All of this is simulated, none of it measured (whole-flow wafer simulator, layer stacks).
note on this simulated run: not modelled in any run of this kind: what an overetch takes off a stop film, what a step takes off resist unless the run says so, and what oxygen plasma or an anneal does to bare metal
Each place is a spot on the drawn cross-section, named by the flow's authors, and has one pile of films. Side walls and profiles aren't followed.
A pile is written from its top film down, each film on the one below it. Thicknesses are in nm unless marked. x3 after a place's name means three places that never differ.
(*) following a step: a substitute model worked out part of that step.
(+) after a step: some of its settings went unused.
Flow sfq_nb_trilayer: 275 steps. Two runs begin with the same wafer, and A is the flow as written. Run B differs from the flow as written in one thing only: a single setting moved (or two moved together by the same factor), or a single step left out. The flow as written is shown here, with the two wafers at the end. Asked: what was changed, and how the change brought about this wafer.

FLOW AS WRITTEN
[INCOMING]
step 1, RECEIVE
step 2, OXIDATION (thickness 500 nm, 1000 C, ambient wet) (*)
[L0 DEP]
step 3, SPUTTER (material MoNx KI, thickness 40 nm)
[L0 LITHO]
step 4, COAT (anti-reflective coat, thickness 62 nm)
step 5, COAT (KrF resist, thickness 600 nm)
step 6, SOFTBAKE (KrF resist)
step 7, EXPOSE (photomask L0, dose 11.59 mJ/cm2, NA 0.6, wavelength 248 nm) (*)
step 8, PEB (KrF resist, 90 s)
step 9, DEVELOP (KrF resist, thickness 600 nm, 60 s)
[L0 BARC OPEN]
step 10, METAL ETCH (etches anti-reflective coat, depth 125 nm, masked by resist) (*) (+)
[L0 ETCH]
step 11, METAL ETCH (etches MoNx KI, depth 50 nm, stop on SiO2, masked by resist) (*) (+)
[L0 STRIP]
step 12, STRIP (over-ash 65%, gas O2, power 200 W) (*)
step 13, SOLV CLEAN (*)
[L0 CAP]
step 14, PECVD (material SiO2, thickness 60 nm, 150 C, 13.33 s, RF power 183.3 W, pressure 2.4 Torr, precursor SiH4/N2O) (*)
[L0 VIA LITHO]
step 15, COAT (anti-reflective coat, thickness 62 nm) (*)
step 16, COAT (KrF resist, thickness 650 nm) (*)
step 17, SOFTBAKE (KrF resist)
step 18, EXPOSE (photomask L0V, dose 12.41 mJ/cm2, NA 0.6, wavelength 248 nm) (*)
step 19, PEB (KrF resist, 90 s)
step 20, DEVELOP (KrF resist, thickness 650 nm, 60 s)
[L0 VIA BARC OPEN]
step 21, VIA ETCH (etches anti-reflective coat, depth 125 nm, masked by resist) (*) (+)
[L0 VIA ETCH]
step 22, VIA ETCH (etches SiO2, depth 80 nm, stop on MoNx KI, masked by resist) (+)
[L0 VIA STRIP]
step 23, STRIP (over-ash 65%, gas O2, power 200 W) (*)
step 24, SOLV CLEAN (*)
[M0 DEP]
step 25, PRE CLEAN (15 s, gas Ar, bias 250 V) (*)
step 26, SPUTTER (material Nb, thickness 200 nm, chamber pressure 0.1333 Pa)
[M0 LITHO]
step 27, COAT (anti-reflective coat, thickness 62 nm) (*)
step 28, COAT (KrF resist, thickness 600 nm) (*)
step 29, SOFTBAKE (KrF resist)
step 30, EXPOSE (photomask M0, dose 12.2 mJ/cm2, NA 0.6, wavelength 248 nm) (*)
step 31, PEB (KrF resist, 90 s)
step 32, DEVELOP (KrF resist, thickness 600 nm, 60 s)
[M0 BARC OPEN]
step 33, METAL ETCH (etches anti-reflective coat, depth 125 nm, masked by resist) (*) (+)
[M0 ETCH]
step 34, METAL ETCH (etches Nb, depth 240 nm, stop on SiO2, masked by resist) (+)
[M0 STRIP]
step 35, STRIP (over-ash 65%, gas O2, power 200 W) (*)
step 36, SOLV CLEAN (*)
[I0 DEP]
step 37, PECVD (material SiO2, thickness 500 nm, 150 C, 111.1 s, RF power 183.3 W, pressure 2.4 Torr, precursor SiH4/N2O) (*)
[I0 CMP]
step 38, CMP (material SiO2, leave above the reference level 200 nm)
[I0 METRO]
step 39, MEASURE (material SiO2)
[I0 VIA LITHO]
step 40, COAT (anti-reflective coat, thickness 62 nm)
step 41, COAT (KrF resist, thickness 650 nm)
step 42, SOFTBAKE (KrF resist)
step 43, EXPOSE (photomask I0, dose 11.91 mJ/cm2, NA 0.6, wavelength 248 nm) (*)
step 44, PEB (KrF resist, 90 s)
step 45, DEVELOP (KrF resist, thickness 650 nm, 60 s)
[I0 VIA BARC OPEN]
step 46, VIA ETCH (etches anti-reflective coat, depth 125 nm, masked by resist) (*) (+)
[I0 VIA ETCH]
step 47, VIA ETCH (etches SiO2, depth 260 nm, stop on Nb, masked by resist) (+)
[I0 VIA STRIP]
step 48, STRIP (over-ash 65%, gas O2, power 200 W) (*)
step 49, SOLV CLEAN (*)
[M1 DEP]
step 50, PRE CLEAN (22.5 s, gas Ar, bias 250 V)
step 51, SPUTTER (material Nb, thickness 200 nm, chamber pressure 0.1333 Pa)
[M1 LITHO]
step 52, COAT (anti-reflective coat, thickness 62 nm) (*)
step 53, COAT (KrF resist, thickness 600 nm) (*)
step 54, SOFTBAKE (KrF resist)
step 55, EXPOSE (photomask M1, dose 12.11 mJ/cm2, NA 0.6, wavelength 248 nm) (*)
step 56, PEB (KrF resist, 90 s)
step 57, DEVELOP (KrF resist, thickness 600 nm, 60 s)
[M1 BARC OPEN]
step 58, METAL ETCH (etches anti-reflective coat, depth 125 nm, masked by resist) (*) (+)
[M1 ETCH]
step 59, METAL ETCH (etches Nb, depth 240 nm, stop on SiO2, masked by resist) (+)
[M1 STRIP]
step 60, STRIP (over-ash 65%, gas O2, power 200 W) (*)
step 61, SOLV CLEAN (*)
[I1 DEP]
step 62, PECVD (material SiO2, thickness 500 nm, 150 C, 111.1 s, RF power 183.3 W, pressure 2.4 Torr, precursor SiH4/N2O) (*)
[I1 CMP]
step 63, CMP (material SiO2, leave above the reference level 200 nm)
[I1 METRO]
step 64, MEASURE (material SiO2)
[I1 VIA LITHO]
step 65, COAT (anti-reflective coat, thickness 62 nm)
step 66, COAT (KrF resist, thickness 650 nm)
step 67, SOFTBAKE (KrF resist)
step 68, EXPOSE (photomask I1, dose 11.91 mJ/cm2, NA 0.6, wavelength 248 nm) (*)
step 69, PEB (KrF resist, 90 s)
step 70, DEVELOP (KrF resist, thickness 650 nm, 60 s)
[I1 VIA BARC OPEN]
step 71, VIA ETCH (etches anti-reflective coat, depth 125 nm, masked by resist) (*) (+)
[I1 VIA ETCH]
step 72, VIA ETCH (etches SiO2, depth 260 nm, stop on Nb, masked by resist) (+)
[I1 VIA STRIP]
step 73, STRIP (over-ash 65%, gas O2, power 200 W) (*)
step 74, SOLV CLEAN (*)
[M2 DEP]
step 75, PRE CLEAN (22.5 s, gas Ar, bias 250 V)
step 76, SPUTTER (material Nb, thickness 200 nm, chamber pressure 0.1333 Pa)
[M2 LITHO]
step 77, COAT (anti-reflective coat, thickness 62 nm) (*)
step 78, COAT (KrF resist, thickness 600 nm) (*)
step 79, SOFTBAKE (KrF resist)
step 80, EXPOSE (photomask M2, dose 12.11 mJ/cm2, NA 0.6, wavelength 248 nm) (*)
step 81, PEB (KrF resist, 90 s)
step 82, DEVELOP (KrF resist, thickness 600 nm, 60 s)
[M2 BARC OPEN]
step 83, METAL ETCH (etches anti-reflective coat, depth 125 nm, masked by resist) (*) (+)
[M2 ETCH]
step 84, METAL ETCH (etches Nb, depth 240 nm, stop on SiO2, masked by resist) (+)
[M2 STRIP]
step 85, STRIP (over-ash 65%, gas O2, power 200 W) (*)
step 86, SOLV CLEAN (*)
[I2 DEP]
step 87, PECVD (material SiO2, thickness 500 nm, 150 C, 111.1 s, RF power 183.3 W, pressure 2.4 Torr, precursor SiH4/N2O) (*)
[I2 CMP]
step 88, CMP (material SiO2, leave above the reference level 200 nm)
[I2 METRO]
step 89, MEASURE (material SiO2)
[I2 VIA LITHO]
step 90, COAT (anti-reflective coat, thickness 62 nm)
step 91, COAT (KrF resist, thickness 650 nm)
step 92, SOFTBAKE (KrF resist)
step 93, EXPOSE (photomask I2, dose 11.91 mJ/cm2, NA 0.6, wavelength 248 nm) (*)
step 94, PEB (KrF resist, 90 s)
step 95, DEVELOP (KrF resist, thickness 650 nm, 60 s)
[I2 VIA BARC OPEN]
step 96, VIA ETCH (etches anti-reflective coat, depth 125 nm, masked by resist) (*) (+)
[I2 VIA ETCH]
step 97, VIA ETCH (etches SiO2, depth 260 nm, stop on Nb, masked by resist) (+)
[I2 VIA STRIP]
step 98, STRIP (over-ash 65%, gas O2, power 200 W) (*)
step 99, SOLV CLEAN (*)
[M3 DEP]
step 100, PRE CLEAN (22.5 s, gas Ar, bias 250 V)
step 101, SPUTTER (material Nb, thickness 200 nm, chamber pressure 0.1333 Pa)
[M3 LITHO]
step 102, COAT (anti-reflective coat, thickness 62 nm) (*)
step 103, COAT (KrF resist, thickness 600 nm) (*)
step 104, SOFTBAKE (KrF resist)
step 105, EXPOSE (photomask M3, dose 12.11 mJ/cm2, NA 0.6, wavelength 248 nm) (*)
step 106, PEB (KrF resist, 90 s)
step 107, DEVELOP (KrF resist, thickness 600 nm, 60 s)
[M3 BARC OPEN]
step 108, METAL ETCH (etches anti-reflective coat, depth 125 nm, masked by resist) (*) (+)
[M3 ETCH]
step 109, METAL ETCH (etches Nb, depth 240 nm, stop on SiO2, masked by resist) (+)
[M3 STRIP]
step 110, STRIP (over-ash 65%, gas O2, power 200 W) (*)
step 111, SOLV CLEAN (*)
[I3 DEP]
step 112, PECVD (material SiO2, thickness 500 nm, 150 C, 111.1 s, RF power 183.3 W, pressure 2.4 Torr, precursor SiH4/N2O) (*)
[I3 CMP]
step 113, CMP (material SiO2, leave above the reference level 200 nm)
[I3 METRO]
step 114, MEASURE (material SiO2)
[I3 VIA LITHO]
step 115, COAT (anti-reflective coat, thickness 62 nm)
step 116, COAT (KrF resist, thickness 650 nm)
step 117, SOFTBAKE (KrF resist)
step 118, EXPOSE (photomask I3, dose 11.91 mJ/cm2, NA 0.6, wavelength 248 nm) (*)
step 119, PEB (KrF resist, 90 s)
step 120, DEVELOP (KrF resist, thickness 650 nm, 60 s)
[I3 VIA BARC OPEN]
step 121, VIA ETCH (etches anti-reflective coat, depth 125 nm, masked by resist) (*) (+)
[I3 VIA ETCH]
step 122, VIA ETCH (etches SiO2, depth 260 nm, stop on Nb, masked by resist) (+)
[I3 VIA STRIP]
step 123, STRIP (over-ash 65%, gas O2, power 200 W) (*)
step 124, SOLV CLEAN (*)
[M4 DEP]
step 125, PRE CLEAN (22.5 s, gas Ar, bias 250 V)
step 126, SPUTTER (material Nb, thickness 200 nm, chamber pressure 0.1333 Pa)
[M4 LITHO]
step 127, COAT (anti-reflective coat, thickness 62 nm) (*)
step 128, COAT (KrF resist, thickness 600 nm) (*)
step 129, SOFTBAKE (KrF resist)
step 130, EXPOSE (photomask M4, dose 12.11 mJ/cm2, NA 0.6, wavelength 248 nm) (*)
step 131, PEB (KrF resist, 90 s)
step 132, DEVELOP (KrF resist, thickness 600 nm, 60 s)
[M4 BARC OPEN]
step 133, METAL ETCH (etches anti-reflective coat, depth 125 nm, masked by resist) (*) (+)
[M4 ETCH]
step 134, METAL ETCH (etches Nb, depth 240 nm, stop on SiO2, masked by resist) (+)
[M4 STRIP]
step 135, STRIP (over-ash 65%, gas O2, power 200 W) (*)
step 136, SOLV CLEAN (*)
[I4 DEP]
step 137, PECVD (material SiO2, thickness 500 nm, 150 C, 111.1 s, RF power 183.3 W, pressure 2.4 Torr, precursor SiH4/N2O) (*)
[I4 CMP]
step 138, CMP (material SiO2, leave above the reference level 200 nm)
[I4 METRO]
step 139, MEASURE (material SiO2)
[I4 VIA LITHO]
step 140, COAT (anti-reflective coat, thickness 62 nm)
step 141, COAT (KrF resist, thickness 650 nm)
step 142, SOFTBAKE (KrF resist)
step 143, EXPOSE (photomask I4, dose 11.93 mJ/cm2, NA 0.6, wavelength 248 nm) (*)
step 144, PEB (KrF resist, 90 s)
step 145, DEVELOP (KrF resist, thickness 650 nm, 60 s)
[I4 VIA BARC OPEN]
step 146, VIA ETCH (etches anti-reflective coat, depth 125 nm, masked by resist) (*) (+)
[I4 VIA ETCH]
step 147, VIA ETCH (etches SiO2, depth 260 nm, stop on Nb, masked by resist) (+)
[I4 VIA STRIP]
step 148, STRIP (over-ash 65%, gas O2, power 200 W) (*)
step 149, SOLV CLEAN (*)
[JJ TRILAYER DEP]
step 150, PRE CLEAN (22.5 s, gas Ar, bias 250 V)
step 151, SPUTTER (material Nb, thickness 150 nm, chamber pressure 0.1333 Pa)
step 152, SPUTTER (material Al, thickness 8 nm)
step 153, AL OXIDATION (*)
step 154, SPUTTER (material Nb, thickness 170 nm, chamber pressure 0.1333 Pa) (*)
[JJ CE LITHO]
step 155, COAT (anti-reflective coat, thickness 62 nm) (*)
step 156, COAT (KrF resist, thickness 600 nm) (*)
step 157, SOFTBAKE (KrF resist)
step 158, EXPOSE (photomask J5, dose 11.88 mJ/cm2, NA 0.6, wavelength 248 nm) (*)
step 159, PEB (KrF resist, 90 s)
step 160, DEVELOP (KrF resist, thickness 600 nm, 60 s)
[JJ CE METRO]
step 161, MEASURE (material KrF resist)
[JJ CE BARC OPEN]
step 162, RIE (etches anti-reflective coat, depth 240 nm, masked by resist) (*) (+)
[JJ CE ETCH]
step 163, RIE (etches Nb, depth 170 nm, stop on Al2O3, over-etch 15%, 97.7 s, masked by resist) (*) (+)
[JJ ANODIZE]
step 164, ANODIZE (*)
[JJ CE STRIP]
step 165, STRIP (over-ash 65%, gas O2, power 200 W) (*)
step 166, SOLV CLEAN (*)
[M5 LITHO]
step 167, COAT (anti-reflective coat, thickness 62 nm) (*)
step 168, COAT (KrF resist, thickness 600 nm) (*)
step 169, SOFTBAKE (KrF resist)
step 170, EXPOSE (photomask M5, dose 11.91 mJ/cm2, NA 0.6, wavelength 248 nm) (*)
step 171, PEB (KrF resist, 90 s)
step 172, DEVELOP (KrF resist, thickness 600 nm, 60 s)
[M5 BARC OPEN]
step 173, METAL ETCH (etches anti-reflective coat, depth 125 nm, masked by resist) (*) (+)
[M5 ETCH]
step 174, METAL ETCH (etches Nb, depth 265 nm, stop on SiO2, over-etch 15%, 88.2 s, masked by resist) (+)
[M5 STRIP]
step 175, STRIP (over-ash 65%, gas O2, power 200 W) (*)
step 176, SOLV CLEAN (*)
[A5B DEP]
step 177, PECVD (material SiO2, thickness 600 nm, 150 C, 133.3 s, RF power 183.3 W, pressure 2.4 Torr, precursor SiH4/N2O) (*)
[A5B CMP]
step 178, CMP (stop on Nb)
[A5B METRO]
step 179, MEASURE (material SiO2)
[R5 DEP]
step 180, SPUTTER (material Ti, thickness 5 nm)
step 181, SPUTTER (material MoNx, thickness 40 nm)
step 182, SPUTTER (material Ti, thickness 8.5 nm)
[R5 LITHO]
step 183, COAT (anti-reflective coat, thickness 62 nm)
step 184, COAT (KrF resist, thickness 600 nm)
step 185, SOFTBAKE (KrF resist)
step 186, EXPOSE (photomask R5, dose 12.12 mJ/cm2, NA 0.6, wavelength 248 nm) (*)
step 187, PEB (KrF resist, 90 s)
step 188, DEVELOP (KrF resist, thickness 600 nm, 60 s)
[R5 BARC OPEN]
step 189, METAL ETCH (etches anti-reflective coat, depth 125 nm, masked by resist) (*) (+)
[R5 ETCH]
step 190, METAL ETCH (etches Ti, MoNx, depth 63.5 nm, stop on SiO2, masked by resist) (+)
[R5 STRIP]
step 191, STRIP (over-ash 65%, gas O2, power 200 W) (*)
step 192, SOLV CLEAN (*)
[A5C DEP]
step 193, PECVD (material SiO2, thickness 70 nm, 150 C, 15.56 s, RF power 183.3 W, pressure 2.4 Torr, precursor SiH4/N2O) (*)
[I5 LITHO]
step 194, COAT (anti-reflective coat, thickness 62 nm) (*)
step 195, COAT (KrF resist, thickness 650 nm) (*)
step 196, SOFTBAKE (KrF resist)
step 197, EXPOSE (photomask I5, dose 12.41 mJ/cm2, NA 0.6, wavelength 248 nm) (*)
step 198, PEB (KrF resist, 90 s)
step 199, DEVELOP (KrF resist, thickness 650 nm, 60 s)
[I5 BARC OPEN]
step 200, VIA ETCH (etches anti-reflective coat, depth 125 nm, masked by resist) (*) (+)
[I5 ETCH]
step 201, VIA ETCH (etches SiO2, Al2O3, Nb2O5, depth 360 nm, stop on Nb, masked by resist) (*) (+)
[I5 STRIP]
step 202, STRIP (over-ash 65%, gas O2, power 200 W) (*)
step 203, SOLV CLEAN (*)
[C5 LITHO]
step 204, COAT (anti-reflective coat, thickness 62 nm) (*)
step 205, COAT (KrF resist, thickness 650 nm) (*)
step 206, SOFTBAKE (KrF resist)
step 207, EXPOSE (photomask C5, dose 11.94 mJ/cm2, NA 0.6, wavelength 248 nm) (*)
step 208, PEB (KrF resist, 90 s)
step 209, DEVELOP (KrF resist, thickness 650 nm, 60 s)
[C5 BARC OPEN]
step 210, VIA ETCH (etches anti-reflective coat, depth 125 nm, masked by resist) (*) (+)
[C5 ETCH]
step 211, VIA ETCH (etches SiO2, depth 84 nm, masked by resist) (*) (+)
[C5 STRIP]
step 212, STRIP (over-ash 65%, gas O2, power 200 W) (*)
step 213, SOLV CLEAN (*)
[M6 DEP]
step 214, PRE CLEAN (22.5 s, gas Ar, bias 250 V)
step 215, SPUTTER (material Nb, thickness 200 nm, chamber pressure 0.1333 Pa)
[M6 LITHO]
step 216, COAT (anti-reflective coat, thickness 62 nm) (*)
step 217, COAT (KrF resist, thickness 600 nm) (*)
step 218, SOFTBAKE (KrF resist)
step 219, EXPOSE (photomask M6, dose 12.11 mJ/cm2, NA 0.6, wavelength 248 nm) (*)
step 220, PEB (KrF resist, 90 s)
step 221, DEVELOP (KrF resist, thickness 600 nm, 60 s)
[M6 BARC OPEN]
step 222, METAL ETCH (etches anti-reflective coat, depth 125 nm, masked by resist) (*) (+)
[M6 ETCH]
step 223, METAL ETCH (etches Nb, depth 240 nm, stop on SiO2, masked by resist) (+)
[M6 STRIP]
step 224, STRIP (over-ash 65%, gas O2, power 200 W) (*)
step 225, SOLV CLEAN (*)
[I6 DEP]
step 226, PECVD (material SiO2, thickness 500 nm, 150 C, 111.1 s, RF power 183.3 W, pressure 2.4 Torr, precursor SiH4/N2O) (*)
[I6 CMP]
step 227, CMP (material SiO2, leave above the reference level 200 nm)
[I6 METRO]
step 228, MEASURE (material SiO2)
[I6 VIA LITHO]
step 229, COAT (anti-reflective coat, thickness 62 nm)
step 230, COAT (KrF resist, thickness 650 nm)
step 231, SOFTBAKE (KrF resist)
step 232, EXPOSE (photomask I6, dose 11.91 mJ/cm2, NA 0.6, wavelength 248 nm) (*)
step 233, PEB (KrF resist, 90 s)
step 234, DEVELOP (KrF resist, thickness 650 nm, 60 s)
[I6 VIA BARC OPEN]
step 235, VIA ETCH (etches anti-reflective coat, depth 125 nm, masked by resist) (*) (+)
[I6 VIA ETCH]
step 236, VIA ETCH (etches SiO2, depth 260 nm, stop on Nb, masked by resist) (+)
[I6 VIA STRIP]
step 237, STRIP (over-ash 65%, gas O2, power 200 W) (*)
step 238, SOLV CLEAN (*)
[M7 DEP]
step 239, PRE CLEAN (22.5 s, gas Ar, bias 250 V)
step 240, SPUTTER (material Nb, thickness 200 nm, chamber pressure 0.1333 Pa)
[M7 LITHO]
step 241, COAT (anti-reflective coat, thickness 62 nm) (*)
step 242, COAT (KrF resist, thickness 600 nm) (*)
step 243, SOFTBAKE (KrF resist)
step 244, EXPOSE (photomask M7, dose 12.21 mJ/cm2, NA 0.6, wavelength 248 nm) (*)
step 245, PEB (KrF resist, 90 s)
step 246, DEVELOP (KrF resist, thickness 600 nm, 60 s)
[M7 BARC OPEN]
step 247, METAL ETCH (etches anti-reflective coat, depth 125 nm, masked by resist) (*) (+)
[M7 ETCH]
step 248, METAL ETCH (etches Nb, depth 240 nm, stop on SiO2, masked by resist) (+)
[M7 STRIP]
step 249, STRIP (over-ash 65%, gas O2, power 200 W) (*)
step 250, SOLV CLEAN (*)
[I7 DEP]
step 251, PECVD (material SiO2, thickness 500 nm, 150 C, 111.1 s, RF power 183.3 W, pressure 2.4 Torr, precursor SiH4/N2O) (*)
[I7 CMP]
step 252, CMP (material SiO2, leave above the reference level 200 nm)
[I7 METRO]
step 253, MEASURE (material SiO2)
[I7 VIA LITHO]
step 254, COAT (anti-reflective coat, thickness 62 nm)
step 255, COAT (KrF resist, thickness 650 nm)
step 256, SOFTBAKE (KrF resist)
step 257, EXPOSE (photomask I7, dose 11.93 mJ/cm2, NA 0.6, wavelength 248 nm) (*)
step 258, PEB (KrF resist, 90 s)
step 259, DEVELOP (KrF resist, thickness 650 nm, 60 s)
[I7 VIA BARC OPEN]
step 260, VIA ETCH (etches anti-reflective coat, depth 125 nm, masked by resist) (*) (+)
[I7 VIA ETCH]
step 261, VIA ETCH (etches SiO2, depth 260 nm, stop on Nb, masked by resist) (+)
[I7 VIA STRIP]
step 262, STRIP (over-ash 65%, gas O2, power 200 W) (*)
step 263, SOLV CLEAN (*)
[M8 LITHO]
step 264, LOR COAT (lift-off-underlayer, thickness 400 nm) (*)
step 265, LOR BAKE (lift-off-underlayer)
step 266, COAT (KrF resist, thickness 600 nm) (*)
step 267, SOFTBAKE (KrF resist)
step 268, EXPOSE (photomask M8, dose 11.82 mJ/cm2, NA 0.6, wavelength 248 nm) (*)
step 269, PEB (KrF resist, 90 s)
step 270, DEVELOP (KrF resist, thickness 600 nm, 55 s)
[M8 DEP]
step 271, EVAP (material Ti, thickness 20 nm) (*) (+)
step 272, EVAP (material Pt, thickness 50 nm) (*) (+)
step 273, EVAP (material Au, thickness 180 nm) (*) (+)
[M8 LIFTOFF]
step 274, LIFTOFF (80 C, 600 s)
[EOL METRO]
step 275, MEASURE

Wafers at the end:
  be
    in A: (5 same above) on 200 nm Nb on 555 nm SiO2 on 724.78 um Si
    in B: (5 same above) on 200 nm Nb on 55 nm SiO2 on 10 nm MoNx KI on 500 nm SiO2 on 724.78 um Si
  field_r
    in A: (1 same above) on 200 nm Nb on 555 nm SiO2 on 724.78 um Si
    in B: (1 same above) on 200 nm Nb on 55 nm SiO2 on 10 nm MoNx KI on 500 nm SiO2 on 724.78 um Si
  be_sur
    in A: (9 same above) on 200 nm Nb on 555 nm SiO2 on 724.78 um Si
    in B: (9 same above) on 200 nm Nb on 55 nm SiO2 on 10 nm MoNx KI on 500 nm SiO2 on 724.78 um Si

The reason: step 3, SPUTTER: thickness 60 nm was run, while the flow as written has thickness 40 nm.

Step by step, how the change led to this:
  step 3, SPUTTER (material MoNx KI, thickness 40 nm)
      field_l, v_sur, via_wl and 103 more: A +40 MoNx KI (new film) | B +60 MoNx KI (new film)
  step 11, METAL ETCH (etches MoNx KI, depth 50 nm, stop on SiO2, masked by resist) (*) (+)
      v_sur, via_wl, via_w and 97 more: A -40 MoNx KI (all of it) | B -50 MoNx KI
  step 14, PECVD (material SiO2, thickness 60 nm, 150 C, 13.33 s, RF power 183.3 W, pressure 2.4 Torr, precursor SiH4/N2O) (*)
      v_sur, via_wl, via_w and 97 more: A +60 SiO2 | B +60 SiO2 (new film)
  step 15, COAT (anti-reflective coat, thickness 62 nm) (*)
      field_l: A +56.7 anti-reflective coat (new film) | B +55.5 anti-reflective coat (new film)
      v_sur: A +72.2 anti-reflective coat (new film) | B +74.9 anti-reflective coat (new film)
      (also at 2 further places)
  step 23, STRIP (over-ash 65%, gas O2, power 200 W) (*)
      field_l: A -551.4 KrF resist (all of it), -56.7 anti-reflective coat (all of it) | B -549.3 KrF resist (all of it), -55.5 anti-reflective coat (all of it)
      v_sur: A -570.5 KrF resist (all of it), -72.2 anti-reflective coat (all of it) | B -573.1 KrF resist (all of it), -74.9 anti-reflective coat (all of it)
      (also at 2 further places)
  step 27, COAT (anti-reflective coat, thickness 62 nm) (*)
      v_sur: A +72.3 anti-reflective coat (new film) | B +75.1 anti-reflective coat (new film)
      l0_sur: A +47.5 anti-reflective coat (new film) | B +46.5 anti-reflective coat (new film)
      (also at 1 further place)
  step 35, STRIP (over-ash 65%, gas O2, power 200 W) (*)
      v_sur: A -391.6 KrF resist (all of it), -72.3 anti-reflective coat (all of it) | B -393.9 KrF resist (all of it), -75.1 anti-reflective coat (all of it)
      l0_sur: A -372 KrF resist (all of it), -47.5 anti-reflective coat (all of it) | B -369.2 KrF resist (all of it), -46.5 anti-reflective coat (all of it)
      (also at 1 further place)
  step 38, CMP (material SiO2, leave above the reference level 200 nm)
      field_l, l0_sur, l0r_line_l, l0r_line_c, l0r_line_r: A -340 SiO2 | B -350 SiO2
      l0v: A -277.8 SiO2 | B -287.8 SiO2
With metal films that touch counted as one body, be has 4 bodies (between them, from the top down: SiO2 503.2; SiO2 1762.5; SiO2 55); the flow as written gives 3 bodies (between them, from the top down: SiO2 503.2; SiO2 1762.5).
With metal films that touch counted as one body, field_r has 2 bodies (between them, from the top down: SiO2 55); the flow as written gives 1 body.
With metal films that touch counted as one body, be_sur has 5 bodies (between them, from the top down: SiO2 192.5; SiO2 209 / Al2O3 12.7 / Nb2O5 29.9; SiO2 1762.5; SiO2 55); the flow as written gives 4 bodies (between them, from the top down: SiO2 192.5; SiO2 209 / Al2O3 12.7 / Nb2O5 29.9; SiO2 1762.5).
